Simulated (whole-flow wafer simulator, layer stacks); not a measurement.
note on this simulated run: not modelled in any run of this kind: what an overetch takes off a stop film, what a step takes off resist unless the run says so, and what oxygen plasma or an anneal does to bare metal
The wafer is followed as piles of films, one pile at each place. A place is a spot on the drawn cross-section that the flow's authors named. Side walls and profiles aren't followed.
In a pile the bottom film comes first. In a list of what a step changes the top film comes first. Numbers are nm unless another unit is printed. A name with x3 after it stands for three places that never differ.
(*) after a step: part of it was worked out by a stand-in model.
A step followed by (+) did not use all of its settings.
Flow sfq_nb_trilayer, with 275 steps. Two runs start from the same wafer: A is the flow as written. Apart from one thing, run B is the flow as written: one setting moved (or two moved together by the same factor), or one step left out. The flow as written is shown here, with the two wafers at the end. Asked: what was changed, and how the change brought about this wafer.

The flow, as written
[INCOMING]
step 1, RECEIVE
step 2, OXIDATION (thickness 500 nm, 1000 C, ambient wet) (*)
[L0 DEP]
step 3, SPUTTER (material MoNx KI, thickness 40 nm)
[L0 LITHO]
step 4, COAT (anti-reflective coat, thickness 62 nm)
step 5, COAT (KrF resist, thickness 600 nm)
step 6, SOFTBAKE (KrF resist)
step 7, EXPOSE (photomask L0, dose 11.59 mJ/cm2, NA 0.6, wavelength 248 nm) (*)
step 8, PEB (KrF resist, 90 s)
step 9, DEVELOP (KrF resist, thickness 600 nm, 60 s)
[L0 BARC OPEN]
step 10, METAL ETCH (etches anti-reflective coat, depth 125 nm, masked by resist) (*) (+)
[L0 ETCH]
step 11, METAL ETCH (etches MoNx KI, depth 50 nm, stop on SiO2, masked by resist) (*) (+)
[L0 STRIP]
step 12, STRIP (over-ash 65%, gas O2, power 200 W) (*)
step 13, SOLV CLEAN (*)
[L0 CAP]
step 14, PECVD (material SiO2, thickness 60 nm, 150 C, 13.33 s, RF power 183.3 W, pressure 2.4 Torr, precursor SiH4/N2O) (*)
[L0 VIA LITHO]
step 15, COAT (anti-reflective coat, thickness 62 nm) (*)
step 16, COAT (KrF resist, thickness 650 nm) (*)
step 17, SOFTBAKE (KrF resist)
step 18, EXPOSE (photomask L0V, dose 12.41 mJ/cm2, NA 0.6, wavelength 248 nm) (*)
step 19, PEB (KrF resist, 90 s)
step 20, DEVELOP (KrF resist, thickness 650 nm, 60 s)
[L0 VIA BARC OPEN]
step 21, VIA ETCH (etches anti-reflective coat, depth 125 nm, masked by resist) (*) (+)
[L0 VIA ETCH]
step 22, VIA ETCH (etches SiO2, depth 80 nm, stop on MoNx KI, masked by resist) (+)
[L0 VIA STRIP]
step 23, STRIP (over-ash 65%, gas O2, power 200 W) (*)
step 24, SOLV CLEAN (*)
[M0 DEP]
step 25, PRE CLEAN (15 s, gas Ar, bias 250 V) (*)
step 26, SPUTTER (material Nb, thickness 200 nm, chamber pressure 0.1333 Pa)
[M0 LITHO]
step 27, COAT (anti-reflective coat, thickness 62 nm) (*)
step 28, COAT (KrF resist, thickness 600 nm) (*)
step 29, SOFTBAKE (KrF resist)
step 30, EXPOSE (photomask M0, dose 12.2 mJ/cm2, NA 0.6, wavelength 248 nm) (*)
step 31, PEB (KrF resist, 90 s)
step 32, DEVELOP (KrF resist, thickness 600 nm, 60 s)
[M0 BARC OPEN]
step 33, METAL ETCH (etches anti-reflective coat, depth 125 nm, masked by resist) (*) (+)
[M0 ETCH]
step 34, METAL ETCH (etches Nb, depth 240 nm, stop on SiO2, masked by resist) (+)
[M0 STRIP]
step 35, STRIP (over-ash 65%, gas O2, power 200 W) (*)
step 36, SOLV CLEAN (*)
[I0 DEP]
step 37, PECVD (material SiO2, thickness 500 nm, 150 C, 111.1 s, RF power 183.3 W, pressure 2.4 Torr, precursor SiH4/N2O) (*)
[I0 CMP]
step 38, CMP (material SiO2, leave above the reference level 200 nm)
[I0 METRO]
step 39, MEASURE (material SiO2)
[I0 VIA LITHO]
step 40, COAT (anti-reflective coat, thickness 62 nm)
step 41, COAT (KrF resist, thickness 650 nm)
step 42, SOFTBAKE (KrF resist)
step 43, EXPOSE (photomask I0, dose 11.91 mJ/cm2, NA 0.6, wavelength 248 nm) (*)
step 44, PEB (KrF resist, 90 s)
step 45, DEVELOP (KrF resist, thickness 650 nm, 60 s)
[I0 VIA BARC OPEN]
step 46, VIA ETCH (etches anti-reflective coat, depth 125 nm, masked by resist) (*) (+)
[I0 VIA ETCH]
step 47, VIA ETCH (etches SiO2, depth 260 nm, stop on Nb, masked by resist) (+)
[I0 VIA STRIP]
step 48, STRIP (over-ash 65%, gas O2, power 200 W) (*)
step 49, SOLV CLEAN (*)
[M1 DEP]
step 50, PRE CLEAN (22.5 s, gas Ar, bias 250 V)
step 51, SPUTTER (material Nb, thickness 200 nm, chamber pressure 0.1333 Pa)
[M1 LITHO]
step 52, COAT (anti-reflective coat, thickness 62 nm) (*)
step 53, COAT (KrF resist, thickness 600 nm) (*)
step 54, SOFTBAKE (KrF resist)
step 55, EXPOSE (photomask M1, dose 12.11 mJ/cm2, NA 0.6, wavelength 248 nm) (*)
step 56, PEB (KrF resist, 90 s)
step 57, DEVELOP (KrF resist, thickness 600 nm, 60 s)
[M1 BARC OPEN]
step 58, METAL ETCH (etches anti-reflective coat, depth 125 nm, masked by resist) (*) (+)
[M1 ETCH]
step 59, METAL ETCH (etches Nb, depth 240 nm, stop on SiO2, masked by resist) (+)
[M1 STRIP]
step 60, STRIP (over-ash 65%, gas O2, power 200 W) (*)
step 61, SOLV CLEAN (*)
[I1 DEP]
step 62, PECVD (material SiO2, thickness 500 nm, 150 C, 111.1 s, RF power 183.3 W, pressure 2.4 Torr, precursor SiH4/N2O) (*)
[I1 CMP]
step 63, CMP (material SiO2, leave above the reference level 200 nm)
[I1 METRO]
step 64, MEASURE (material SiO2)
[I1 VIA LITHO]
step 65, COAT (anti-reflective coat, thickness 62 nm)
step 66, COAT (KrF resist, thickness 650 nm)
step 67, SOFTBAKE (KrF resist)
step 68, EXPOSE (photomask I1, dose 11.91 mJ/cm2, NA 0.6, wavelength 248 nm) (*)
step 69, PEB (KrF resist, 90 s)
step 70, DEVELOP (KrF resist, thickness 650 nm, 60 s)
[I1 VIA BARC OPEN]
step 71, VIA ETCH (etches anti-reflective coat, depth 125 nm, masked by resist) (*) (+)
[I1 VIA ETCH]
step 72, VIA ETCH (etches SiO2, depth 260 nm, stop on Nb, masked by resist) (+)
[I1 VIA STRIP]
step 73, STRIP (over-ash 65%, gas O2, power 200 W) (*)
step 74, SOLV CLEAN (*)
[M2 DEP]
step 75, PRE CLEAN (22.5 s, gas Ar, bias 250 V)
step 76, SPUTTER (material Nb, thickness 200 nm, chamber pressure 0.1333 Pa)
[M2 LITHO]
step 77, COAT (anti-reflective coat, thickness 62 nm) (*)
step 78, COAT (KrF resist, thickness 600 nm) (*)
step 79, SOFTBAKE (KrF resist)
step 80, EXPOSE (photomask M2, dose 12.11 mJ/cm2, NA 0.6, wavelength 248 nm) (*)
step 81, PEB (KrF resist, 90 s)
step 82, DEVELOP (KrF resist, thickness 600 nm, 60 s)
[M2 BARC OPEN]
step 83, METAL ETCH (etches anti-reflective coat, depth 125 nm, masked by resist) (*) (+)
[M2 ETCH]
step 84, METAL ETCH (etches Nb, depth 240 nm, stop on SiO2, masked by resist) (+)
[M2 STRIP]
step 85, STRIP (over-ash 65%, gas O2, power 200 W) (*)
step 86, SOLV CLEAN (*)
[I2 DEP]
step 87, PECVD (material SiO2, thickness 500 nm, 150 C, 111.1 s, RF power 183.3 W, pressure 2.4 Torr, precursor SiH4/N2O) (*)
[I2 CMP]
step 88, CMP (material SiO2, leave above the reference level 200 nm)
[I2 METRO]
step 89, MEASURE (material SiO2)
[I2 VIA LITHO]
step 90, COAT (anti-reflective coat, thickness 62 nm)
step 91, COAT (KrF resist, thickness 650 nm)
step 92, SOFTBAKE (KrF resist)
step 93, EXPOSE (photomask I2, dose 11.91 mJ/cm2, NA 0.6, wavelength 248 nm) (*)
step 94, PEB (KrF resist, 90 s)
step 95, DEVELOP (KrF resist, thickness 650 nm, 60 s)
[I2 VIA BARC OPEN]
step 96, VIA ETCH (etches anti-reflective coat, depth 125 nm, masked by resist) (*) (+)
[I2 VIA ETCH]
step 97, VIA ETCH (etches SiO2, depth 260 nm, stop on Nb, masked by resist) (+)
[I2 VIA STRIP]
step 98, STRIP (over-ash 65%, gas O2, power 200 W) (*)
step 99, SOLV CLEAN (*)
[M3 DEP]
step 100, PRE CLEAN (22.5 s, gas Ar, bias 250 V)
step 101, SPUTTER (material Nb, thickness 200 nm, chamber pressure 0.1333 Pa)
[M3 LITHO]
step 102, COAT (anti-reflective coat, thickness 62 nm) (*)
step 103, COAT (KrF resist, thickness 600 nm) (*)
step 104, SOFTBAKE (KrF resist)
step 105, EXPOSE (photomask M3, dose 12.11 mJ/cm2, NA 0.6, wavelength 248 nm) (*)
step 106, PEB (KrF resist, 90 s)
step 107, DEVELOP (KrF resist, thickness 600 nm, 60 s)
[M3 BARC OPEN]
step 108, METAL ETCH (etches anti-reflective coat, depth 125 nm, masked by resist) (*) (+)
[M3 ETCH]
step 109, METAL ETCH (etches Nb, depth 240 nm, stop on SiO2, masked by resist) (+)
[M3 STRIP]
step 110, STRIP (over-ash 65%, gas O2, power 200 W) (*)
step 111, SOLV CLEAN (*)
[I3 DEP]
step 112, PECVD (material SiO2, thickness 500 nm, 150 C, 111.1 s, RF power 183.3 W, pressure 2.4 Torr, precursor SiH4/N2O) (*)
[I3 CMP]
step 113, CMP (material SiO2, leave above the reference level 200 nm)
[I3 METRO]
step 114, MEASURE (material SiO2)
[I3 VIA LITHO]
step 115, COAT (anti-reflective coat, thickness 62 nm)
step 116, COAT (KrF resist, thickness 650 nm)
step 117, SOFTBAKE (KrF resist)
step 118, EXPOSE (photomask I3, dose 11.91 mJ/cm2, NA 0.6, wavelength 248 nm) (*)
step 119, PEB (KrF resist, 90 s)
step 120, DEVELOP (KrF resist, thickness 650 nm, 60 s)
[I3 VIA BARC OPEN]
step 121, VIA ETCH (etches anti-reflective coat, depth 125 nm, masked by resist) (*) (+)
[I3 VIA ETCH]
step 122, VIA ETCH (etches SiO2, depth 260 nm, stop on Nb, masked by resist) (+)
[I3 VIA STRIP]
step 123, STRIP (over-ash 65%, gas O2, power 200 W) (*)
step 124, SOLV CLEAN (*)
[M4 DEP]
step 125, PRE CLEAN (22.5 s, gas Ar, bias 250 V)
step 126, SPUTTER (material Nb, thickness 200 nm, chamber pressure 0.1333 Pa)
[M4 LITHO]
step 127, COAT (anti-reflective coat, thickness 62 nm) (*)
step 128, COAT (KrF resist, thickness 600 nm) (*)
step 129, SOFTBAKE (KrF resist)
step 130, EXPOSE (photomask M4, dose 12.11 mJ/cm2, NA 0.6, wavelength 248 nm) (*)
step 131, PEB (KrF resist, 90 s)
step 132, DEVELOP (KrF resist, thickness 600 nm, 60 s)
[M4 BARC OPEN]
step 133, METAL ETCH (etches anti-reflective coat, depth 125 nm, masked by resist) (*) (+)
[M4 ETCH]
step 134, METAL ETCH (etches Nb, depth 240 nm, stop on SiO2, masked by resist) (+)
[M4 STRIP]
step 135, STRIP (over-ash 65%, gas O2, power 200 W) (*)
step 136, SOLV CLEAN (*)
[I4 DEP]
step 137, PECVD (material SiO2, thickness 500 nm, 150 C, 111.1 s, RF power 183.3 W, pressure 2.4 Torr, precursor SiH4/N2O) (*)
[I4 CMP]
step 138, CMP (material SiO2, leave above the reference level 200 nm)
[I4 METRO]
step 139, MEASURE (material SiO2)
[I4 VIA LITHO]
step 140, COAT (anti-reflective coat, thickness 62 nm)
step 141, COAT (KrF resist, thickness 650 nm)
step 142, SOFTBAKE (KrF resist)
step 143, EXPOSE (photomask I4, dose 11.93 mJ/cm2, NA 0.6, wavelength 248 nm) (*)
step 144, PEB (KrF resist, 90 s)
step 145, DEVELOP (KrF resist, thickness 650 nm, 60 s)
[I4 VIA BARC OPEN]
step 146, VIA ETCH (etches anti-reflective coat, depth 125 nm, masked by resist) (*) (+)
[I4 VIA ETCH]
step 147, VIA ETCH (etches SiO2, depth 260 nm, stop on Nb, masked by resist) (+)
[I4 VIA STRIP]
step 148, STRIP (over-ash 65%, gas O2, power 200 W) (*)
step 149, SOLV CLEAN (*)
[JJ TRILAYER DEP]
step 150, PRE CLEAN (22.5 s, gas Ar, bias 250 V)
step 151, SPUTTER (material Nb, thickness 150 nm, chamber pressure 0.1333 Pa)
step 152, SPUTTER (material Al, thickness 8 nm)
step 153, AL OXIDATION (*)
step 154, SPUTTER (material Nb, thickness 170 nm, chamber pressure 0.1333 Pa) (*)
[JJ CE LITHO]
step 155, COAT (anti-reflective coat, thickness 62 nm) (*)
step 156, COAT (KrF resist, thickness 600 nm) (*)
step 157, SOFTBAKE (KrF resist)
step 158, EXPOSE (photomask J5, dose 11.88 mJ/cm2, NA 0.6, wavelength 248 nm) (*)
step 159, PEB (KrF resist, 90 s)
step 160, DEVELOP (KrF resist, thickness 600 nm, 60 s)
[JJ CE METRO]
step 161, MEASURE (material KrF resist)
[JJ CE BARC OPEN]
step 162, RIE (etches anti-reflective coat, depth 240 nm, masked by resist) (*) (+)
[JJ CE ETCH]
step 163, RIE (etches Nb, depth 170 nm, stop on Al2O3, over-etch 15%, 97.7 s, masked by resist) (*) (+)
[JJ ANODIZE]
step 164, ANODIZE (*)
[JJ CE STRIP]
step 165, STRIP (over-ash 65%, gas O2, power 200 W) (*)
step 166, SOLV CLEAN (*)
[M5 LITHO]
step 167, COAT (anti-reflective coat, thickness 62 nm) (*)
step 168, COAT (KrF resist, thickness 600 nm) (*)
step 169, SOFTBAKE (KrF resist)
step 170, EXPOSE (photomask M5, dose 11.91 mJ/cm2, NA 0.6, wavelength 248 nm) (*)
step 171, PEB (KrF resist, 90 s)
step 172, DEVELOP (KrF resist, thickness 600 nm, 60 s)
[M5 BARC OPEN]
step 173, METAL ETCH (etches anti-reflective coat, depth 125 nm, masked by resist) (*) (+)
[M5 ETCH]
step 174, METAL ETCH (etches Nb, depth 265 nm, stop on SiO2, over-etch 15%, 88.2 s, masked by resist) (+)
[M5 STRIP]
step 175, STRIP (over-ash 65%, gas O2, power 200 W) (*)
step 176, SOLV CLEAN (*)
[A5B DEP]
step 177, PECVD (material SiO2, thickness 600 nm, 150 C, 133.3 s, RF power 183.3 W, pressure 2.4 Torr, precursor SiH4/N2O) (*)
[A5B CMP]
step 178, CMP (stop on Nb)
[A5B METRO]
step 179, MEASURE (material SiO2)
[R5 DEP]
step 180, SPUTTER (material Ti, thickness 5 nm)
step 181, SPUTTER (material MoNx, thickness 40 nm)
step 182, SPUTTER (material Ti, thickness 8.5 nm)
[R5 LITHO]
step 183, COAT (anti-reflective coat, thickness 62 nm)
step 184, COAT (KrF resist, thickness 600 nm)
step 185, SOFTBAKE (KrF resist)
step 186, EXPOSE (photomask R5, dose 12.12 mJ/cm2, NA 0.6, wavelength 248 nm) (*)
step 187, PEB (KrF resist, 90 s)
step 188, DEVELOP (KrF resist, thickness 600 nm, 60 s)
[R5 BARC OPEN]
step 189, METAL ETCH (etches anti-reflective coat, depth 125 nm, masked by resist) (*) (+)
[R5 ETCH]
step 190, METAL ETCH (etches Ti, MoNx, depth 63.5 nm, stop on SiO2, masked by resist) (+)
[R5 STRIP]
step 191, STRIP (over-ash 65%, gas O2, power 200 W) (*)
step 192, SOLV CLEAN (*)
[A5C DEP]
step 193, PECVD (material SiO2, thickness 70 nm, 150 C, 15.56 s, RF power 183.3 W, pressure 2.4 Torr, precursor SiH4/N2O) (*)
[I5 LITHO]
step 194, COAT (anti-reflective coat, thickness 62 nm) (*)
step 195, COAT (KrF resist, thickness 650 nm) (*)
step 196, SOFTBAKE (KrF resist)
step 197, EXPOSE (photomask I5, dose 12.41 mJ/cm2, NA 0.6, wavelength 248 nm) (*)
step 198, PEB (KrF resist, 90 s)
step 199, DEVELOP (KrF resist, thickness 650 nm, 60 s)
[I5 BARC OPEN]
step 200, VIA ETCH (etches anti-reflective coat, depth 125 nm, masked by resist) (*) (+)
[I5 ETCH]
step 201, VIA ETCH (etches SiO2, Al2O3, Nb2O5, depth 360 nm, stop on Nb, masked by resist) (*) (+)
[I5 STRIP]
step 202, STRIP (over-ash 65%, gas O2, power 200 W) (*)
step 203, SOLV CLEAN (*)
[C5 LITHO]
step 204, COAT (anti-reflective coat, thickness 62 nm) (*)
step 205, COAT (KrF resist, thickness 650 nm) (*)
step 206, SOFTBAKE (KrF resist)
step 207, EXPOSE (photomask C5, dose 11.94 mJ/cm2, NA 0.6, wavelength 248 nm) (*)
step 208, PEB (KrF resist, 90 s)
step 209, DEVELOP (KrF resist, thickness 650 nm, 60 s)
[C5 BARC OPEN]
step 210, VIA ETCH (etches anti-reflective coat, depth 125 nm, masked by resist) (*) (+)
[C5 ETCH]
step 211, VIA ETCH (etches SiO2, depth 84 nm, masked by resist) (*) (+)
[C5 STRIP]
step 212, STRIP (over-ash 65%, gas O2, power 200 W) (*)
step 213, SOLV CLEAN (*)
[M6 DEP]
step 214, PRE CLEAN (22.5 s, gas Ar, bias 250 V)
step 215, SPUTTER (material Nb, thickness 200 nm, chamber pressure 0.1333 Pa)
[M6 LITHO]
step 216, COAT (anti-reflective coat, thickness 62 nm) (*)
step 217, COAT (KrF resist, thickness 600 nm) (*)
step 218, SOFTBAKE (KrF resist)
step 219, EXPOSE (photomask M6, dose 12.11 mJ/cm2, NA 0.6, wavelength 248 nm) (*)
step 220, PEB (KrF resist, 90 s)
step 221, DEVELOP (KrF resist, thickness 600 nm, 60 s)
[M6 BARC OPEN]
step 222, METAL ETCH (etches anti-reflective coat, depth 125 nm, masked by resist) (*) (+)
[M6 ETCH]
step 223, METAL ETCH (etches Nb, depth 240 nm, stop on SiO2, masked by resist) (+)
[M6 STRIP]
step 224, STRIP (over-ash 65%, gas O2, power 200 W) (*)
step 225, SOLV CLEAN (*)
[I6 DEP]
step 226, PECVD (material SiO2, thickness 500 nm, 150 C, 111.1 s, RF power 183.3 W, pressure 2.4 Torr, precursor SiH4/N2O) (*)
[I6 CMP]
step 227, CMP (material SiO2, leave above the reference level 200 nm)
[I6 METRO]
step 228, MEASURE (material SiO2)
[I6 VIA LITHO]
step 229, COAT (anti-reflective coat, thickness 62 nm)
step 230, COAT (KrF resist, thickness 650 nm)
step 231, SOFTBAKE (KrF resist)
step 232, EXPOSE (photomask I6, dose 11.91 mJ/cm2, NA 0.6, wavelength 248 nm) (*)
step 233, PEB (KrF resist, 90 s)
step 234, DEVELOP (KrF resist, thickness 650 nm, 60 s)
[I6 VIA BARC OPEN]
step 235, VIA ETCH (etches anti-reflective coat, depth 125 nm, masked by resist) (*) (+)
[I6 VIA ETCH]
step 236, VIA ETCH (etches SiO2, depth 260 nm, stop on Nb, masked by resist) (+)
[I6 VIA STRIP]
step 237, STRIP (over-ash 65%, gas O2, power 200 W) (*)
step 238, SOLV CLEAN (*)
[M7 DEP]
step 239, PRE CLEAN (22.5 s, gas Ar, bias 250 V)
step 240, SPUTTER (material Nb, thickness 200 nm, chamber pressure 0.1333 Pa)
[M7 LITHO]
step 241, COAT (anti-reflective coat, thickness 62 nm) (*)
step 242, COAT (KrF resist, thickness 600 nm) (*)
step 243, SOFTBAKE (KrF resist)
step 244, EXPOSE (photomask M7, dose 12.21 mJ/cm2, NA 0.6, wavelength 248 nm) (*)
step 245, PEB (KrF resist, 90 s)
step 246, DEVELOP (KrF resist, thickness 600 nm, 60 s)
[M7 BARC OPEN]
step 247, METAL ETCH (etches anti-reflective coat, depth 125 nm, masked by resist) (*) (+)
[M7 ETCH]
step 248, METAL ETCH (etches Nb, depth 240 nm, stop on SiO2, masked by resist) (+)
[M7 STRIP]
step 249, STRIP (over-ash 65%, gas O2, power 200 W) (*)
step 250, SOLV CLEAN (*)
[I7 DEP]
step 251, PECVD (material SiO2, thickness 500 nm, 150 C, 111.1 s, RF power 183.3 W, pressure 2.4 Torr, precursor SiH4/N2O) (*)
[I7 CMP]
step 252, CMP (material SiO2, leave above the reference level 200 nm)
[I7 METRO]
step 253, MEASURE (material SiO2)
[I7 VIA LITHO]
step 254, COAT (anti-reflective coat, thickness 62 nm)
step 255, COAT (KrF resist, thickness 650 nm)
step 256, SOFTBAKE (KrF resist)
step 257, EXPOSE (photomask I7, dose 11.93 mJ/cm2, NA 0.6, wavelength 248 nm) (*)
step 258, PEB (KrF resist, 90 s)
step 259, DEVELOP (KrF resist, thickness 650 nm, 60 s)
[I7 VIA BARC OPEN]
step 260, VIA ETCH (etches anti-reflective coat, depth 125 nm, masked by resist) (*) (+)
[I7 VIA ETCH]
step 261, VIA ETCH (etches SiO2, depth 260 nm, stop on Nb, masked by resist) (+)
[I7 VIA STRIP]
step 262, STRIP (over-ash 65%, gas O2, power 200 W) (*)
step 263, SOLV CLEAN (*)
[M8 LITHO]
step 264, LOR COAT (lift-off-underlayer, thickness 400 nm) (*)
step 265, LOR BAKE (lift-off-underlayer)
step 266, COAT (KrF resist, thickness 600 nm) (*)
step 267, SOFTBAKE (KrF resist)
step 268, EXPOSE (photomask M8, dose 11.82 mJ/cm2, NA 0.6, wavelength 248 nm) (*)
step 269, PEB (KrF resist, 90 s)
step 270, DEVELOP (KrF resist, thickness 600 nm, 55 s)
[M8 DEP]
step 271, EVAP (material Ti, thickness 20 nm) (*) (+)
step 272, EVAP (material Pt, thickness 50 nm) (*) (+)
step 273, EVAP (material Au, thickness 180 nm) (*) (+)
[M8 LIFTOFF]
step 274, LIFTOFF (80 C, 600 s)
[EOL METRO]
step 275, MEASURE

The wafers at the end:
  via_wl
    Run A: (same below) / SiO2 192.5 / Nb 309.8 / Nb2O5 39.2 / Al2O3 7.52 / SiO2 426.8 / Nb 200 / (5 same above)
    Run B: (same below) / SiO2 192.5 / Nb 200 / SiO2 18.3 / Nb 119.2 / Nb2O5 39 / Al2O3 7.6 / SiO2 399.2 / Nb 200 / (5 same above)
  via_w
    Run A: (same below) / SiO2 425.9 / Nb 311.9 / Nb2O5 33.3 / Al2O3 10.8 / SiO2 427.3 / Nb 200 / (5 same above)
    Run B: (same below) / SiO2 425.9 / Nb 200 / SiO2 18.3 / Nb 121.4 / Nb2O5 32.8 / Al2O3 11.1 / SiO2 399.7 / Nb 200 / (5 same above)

The reason: step 147, VIA ETCH: depth 174 nm was run, though the flow has depth 260 nm.

The path from the change to this, step by step:
  step 147, VIA ETCH (etches SiO2, depth 260 nm, stop on Nb, masked by resist) (+)
      via_wl, via_w, via_wr: A SiO2 loses 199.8 (all of it) | B SiO2 loses 174
      field_l, v_sur, via_sp and 100 more: A KrF resist loses 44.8 | B KrF resist loses 30
  step 148, STRIP (over-ash 65%, gas O2, power 200 W) (*)
      field_l, v_sur, via_sp and 100 more: A KrF resist loses 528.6 (all of it), anti-reflective coat loses 62 (all of it) | B KrF resist loses 543.4 (all of it), anti-reflective coat loses 62 (all of it)
  step 150, PRE CLEAN (22.5 s, gas Ar, bias 250 V)
      via_wl, via_w, via_wr: A Nb loses 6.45 | B SiO2 loses 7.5
  step 151, SPUTTER (material Nb, thickness 150 nm, chamber pressure 0.1333 Pa)
      via_wl, via_w, via_wr: A Nb gains 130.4 | B Nb gains 133.3 (new film)
  step 154, SPUTTER (material Nb, thickness 170 nm, chamber pressure 0.1333 Pa) (*)
      via_wl, via_wr: A Nb gains 140.7 (new film) | B Nb gains 145 (new film)
      via_w: A Nb gains 141 (new film) | B Nb gains 145.3 (new film)
  step 155, COAT (anti-reflective coat, thickness 62 nm) (*)
      via_wl, via_wr: A anti-reflective coat gains 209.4 (new film) | B anti-reflective coat gains 185.3 (new film)
      v_sur: A anti-reflective coat gains 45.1 (new film) | B anti-reflective coat gains 46.3 (new film)
      (also at 1 further place)
  step 156, COAT (KrF resist, thickness 600 nm) (*)
      via_w: A KrF resist gains 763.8 (new film) | B KrF resist gains 740.3 (new film)
  step 160, DEVELOP (KrF resist, thickness 600 nm, 60 s)
      via_w: A KrF resist loses 762.1 (all of it) | B KrF resist loses 738.7 (all of it)
  step 162, RIE (etches anti-reflective coat, depth 240 nm, masked by resist) (*) (+)
      ce_l, c5j, ce_r, wl_jj: A KrF resist loses 209.4 | B KrF resist loses 185.3
      via_wl, via_wr: A anti-reflective coat loses 209.4 (all of it) | B anti-reflective coat loses 185.3 (all of it)
      (also at 2 further places)
  step 163, RIE (etches Nb, depth 170 nm, stop on Al2O3, over-etch 15%, 97.7 s, masked by resist) (*) (+)
      via_wl, via_wr: A Nb loses 140.7 (all of it), Al2O3 loses 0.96 (all of it) | B Nb loses 145 (all of it), Al2O3 loses 0.96 (all of it)
      via_w: A Nb loses 141 (all of it), Al2O3 loses 0.96 (all of it) | B Nb loses 145.3 (all of it), Al2O3 loses 0.96 (all of it)
  step 165, STRIP (over-ash 65%, gas O2, power 200 W) (*)
      ce_l: A KrF resist loses 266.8 (all of it), anti-reflective coat loses 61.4 (all of it) | B KrF resist loses 291 (all of it), anti-reflective coat loses 61.5 (all of it)
      c5j: A KrF resist loses 266.9 (all of it), anti-reflective coat loses 61.5 (all of it) | B KrF resist loses 291.1 (all of it), anti-reflective coat loses 61.5 (all of it)
      (also at 2 further places)
  step 167, COAT (anti-reflective coat, thickness 62 nm) (*)
      v_sur: A anti-reflective coat gains 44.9 (new film) | B anti-reflective coat gains 45.9 (new film)
      via_wl: A anti-reflective coat gains 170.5 (new film) | B anti-reflective coat gains 151.8 (new film)
      (also at 3 further places)
  step 168, COAT (KrF resist, thickness 600 nm) (*)
      via_w: A KrF resist gains 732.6 (new film) | B KrF resist gains 714.4 (new film)
  step 175, STRIP (over-ash 65%, gas O2, power 200 W) (*)
      v_sur: A KrF resist loses 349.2 (all of it), anti-reflective coat loses 44.9 (all of it) | B KrF resist loses 352.8 (all of it), anti-reflective coat loses 45.9 (all of it)
      via_wl: A KrF resist loses 427 (all of it), anti-reflective coat loses 170.5 (all of it) | B KrF resist loses 424.6 (all of it), anti-reflective coat loses 151.8 (all of it)
      (also at 4 further places)
  step 178, CMP (stop on Nb)
      via_wl, via_wr: A SiO2 loses 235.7 | B SiO2 loses 263.3
      via_w: A SiO2 loses 235.2 | B SiO2 loses 262.8
If metal films that touch count as one body, via_wl has 8 bodies (between them, from the top down: SiO2 192.5; SiO2 399.2 / Al2O3 7.6 / Nb2O5 39; SiO2 18.3; SiO2 192.5; SiO2 192.5; SiO2 192.5; SiO2 192.5); the flow as written gives 7 bodies (between them, from the top down: SiO2 192.5; SiO2 426.8 / Al2O3 7.52 / Nb2O5 39.2; SiO2 192.5; SiO2 192.5; SiO2 192.5; SiO2 192.5).
If metal films that touch count as one body, via_w has 6 bodies (between them, from the top down: SiO2 192.5; SiO2 399.7 / Al2O3 11.1 / Nb2O5 32.8; SiO2 18.3; SiO2 425.9; SiO2 416.9); the flow as written gives 5 bodies (between them, from the top down: SiO2 192.5; SiO2 427.3 / Al2O3 10.8 / Nb2O5 33.3; SiO2 425.9; SiO2 416.9).
